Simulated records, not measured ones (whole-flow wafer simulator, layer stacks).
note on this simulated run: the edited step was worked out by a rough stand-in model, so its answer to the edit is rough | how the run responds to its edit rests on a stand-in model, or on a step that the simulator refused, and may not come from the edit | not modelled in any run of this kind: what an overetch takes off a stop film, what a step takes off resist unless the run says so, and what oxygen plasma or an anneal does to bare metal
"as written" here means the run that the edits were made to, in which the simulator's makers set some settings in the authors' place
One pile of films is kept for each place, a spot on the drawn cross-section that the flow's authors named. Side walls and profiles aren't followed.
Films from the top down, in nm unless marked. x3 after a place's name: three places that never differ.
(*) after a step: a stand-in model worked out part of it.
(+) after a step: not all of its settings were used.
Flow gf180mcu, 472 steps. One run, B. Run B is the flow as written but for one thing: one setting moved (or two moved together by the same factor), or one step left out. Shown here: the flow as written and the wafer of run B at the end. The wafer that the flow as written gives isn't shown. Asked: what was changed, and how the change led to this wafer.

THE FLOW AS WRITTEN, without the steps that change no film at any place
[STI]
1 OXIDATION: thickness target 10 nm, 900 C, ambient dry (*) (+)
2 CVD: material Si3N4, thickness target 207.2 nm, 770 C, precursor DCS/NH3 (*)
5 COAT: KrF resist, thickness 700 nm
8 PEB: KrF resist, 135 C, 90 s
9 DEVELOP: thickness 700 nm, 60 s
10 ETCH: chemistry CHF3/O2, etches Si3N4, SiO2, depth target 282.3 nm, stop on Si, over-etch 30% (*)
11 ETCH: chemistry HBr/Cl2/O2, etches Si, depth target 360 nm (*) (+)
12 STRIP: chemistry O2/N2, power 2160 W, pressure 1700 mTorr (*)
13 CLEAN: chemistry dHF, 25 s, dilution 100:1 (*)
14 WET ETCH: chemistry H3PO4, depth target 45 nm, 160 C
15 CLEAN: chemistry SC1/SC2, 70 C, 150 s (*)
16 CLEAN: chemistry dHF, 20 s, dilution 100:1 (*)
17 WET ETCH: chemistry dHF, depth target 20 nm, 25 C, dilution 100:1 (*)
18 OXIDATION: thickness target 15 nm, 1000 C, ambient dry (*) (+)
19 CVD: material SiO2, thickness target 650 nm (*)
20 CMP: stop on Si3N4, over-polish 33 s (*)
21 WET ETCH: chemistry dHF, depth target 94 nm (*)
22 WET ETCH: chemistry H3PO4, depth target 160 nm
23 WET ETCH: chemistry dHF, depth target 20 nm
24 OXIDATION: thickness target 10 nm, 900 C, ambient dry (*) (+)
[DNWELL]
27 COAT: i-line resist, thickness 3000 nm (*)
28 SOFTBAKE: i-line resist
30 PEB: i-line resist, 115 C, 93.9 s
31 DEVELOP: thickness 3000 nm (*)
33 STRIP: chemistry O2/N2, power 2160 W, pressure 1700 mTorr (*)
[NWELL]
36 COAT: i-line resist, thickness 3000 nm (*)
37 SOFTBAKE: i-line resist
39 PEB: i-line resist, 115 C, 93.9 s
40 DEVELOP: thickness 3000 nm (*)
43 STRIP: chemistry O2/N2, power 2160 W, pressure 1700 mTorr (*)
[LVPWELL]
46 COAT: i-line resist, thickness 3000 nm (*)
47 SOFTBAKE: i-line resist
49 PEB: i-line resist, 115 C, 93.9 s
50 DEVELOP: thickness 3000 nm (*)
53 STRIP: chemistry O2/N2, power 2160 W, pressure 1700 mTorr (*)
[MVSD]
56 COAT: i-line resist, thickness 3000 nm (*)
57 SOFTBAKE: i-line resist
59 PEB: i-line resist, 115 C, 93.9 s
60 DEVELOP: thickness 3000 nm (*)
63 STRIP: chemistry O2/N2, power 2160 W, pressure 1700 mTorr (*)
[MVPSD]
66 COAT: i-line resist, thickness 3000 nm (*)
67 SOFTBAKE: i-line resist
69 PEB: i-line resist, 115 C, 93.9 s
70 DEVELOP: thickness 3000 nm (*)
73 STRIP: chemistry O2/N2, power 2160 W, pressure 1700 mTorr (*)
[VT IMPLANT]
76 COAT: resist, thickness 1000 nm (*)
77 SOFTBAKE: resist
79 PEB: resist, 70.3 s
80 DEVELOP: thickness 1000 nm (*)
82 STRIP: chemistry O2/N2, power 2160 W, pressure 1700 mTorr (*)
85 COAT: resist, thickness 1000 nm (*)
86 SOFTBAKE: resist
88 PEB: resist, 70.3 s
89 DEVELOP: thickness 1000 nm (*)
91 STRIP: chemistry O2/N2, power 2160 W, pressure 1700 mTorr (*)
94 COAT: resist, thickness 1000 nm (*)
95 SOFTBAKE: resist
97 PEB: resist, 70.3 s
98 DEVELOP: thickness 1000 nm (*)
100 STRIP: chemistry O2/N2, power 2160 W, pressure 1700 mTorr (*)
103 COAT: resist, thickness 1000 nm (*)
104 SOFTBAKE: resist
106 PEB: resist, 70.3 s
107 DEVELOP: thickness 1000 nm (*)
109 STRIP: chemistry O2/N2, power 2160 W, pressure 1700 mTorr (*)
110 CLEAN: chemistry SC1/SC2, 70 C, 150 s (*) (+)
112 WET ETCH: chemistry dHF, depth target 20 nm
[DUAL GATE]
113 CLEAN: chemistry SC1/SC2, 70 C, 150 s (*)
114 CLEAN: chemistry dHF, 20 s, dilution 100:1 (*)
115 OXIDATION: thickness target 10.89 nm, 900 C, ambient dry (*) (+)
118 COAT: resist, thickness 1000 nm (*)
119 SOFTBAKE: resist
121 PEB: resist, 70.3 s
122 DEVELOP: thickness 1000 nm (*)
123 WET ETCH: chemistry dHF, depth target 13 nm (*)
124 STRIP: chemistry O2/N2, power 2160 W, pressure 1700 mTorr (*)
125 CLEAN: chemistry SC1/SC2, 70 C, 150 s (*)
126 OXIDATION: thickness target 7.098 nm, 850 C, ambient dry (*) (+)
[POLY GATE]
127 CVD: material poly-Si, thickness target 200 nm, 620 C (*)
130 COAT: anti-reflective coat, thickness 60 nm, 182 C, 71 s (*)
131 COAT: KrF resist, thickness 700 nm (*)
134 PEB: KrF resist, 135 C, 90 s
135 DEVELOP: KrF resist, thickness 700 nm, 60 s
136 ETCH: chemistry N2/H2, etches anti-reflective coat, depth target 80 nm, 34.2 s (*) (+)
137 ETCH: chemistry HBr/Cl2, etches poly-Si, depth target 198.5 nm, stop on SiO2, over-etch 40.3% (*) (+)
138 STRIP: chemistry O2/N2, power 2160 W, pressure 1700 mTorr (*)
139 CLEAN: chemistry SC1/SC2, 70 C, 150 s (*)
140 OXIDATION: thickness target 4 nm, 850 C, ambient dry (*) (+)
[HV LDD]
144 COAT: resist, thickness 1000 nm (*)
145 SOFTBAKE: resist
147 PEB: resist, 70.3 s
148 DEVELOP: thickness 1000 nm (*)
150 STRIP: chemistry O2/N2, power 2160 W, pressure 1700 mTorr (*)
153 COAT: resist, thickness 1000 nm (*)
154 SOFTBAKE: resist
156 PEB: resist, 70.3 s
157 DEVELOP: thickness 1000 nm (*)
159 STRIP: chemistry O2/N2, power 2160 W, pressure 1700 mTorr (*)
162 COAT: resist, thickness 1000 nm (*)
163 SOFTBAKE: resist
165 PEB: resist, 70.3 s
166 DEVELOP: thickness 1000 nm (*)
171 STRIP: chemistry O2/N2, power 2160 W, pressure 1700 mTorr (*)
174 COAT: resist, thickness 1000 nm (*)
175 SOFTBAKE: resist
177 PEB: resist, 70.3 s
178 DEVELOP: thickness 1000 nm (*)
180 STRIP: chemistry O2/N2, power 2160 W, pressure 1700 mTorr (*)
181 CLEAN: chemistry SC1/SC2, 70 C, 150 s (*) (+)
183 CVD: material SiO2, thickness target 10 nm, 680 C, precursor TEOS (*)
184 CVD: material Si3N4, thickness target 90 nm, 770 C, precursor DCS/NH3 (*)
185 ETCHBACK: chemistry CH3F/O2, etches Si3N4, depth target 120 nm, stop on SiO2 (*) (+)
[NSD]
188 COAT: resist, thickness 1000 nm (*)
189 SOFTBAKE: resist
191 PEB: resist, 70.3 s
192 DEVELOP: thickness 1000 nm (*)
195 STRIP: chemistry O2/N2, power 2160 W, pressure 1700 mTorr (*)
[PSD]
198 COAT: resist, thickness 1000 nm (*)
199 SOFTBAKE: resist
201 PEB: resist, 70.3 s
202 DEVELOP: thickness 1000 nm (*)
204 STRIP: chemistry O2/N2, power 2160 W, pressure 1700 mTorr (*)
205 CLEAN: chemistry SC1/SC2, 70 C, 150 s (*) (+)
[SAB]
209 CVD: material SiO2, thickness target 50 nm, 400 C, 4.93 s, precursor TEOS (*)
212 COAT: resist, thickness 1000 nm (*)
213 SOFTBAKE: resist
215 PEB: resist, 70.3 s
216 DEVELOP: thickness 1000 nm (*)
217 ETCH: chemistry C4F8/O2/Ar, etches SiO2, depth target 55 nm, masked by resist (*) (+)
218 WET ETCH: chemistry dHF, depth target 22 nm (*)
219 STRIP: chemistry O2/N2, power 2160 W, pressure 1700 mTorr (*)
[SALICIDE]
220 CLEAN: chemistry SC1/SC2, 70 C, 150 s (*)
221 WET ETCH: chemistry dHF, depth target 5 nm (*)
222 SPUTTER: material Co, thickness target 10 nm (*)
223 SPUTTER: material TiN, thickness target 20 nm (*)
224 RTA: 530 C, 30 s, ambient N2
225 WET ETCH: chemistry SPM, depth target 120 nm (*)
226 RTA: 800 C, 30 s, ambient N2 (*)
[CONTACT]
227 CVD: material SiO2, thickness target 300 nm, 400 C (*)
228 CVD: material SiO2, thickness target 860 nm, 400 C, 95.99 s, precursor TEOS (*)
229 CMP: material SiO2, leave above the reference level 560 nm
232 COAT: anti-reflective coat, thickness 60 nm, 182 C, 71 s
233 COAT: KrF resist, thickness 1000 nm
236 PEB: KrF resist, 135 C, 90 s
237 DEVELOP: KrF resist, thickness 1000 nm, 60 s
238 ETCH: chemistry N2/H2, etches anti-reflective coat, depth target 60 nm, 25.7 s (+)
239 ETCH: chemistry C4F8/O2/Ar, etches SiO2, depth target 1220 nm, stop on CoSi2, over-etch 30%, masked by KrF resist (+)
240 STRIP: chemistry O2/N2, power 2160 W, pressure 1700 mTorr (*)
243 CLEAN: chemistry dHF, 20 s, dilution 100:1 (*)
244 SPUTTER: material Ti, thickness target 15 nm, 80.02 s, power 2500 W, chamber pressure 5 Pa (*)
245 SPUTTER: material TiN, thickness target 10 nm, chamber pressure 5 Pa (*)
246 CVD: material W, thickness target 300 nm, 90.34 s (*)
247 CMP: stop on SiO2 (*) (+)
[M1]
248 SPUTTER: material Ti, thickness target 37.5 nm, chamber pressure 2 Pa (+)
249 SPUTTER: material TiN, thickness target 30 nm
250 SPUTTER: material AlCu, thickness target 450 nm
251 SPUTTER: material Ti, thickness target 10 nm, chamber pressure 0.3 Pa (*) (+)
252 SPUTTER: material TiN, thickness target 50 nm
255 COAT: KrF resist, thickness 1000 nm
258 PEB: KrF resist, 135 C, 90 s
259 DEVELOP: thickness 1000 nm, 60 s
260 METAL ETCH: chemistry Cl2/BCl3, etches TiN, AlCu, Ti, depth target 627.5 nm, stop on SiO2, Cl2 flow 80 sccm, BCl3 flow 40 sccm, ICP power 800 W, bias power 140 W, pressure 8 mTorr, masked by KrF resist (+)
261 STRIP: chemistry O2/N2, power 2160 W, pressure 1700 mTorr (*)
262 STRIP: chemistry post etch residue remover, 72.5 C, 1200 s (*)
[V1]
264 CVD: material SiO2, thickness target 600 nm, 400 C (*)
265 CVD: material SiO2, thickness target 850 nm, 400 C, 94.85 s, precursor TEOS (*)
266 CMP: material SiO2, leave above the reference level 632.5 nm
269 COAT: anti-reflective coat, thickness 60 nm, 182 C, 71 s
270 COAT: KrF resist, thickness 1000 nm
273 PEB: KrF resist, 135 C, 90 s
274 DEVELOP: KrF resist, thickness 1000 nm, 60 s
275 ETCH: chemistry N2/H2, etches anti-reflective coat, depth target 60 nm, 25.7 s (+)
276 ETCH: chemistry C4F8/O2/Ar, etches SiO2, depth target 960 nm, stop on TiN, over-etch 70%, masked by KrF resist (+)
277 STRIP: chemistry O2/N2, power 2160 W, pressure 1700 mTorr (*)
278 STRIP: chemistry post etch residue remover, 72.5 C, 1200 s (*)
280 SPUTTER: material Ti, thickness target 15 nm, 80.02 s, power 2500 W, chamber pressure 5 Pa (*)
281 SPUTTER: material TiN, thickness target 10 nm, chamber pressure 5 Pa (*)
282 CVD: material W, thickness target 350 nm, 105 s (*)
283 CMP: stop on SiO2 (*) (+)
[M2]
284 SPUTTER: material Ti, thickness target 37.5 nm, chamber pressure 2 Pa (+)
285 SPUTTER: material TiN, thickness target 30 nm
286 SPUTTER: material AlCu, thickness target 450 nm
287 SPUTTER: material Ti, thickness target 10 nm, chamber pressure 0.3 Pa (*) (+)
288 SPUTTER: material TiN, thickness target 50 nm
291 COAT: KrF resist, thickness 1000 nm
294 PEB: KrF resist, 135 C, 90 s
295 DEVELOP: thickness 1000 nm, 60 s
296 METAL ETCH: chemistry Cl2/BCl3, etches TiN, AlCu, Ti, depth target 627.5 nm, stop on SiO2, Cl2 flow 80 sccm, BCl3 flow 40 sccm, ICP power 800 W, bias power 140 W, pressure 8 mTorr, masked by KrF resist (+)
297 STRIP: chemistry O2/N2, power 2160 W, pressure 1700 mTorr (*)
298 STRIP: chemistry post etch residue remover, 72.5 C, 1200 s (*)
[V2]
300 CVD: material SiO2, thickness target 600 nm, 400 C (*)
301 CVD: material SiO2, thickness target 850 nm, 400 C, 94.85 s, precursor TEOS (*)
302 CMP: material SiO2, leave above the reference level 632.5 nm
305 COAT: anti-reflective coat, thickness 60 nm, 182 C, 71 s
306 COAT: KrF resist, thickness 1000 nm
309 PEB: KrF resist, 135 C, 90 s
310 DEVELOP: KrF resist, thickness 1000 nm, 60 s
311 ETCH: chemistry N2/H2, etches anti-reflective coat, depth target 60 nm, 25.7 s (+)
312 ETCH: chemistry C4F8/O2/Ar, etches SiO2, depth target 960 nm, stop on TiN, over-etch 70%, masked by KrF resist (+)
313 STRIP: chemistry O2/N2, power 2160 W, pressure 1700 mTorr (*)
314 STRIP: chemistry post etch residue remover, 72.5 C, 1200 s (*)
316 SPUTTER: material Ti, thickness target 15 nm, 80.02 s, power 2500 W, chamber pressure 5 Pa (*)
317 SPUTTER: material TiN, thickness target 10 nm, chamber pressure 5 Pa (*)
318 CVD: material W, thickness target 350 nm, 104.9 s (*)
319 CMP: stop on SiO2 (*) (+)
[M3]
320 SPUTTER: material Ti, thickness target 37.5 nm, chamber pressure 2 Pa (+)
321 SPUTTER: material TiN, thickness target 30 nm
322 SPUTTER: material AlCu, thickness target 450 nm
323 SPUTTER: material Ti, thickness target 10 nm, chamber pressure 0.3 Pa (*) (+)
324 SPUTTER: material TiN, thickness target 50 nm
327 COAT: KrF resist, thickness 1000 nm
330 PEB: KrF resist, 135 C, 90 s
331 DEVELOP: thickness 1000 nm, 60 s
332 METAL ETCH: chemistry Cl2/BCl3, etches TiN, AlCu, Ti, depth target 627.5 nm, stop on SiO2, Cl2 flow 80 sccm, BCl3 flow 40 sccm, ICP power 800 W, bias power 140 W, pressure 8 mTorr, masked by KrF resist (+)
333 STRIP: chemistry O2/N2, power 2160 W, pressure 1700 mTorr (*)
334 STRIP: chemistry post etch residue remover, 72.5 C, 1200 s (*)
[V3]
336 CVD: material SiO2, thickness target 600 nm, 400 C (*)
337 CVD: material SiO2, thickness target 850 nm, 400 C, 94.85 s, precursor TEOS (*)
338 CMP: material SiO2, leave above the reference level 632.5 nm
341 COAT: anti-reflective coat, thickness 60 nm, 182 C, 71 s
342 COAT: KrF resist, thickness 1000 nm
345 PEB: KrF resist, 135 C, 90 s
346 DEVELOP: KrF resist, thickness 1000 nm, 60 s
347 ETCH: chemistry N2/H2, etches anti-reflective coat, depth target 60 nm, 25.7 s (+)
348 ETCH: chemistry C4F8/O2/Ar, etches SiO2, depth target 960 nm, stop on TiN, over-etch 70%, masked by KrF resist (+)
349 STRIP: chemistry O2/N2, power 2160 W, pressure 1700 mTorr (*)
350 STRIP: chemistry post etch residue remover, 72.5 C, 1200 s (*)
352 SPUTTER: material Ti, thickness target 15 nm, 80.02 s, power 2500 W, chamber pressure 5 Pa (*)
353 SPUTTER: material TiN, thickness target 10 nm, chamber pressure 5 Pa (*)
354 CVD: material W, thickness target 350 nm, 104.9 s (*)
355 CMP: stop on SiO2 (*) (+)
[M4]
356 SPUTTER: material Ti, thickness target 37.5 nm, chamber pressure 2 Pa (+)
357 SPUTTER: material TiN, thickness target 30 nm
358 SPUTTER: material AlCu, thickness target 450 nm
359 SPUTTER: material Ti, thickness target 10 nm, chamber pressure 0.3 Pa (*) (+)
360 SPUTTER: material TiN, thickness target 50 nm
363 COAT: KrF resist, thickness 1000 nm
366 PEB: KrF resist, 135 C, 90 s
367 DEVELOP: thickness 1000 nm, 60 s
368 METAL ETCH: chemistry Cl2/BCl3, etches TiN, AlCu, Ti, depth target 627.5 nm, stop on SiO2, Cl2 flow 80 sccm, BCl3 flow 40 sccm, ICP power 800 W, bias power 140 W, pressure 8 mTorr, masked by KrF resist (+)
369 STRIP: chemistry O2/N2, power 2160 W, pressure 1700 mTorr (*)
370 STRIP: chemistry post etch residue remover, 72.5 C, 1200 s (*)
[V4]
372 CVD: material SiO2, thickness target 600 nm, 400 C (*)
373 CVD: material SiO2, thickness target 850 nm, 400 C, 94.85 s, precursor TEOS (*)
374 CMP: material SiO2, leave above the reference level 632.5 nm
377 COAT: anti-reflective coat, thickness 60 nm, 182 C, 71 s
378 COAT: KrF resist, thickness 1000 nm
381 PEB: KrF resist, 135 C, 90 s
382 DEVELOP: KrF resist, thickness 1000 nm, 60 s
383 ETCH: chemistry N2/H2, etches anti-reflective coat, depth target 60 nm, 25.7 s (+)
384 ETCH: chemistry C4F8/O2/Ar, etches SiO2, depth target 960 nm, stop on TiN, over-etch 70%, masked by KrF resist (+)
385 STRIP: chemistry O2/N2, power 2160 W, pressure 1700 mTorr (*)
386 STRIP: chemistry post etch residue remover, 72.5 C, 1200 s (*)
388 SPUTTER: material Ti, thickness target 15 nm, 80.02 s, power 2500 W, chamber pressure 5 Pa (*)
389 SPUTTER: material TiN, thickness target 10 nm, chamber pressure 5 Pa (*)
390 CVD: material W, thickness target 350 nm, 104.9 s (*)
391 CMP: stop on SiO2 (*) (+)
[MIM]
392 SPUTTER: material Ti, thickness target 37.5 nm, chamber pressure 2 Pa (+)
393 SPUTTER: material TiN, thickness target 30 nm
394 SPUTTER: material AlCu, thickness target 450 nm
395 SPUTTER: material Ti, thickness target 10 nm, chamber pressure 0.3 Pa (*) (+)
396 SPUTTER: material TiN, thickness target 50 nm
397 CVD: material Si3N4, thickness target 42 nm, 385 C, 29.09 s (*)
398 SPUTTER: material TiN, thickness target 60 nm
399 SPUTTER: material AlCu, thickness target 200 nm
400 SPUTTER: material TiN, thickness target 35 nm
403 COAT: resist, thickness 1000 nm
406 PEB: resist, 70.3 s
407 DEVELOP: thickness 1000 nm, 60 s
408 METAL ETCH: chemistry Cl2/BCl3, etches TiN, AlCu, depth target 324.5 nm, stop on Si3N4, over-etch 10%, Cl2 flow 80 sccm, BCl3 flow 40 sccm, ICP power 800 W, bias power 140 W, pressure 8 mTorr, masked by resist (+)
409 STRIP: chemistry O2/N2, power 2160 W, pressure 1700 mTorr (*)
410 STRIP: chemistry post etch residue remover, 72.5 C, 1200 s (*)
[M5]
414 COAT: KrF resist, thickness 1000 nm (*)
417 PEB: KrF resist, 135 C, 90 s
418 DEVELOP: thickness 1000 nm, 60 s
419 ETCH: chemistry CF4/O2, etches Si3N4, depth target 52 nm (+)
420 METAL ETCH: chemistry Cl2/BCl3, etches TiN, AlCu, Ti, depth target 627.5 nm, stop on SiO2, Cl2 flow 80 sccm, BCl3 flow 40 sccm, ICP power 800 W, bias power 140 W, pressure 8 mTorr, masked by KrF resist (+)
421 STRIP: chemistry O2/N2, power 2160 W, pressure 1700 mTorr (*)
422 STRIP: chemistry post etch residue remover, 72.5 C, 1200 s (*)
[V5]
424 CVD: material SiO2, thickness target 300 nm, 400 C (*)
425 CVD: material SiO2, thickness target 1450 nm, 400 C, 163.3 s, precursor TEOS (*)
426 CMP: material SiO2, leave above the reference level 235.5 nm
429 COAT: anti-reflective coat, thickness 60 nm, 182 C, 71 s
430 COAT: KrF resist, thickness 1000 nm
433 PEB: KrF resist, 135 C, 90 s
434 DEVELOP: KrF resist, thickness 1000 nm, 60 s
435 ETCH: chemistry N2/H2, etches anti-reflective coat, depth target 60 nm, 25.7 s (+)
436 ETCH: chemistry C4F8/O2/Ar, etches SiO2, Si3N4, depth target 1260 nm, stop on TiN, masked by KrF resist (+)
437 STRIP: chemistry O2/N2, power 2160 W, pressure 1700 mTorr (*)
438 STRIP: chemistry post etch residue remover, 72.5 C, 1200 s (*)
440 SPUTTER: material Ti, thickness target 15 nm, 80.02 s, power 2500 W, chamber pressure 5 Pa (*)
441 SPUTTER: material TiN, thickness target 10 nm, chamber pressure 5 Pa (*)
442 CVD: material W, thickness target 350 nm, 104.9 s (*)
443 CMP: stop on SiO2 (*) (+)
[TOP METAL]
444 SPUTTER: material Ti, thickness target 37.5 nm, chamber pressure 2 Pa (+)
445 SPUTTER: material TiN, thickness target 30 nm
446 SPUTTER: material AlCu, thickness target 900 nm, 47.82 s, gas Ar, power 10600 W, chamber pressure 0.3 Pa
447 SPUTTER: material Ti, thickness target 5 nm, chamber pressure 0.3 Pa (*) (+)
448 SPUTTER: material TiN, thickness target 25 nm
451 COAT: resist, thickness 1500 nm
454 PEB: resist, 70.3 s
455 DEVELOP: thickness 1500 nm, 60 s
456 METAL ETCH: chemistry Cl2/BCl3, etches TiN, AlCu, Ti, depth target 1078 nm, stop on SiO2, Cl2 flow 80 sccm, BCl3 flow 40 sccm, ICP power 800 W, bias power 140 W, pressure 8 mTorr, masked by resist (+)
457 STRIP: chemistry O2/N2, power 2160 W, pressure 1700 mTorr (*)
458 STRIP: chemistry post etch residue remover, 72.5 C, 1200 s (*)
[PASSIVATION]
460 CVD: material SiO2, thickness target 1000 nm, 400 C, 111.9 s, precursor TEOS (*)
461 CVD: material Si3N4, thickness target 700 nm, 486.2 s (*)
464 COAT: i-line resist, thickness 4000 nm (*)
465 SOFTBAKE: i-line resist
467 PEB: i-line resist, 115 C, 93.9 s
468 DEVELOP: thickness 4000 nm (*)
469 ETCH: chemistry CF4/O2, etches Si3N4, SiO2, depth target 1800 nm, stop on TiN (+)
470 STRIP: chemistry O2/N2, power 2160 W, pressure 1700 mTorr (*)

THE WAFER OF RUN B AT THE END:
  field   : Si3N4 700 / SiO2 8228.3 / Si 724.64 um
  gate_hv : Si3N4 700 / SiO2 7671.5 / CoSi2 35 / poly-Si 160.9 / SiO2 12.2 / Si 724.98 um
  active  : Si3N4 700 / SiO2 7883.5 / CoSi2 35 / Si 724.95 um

The cause: step 126, OXIDATION: 786 C was run, where the flow has 850 C.

How the change led to this, step by step:
  126 OXIDATION: thickness target 7.098 nm, 850 C, ambient dry (*) (+)
      gate_hv, active_hv, active_nat and 25 more: SiO2 +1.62, Si -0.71 (as written it would be: SiO2 +3.72, Si -1.64)
      active, n_well, p_well and 12 more: SiO2 +4.08 (new film), chemical SiO2 -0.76 (all of it), Si -1.46 (as written it would be: SiO2 +7.1 (new film), chemical SiO2 -0.76 (all of it), Si -2.79)
  189 SOFTBAKE: resist
      field__w9: resist -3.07 (as written it would be: resist +6.92)
      active_hv: resist -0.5 (as written it would be: resist +2.68)
      (and at 1 more place)
  199 SOFTBAKE: resist
      field__w9: resist -3.07 (as written it would be: resist +6.92)
      active_hv: resist -0.5 (as written it would be: resist +2.68)
      (and at 1 more place)
  218 WET ETCH: chemistry dHF, depth target 22 nm (*)
      active, p_well, sd_n, iso_ptap_pw, iso_ntap_nw, iso_ptap_sub, vpnp_e: SiO2 -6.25 (all of it) (as written it would be: SiO2 -9.01 (all of it))
      ldn_tap, ldn_src, ldn_drn, ldp_tap, ldp_src, ldp_drn, ldp_gr: SiO2 -14 (all of it) (as written it would be: SiO2 -16 (all of it))
      (and at 9 more places)
  223 SPUTTER: material TiN, thickness target 20 nm (*)
      field__w12: TiN +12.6 (new film) (as written it would be: TiN +12 (new film))
  225 WET ETCH: chemistry SPM, depth target 120 nm (*)
      field__w12: TiN -12.6 (all of it), Co -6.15 (all of it) (as written it would be: TiN -12 (all of it), Co -6.15 (all of it))
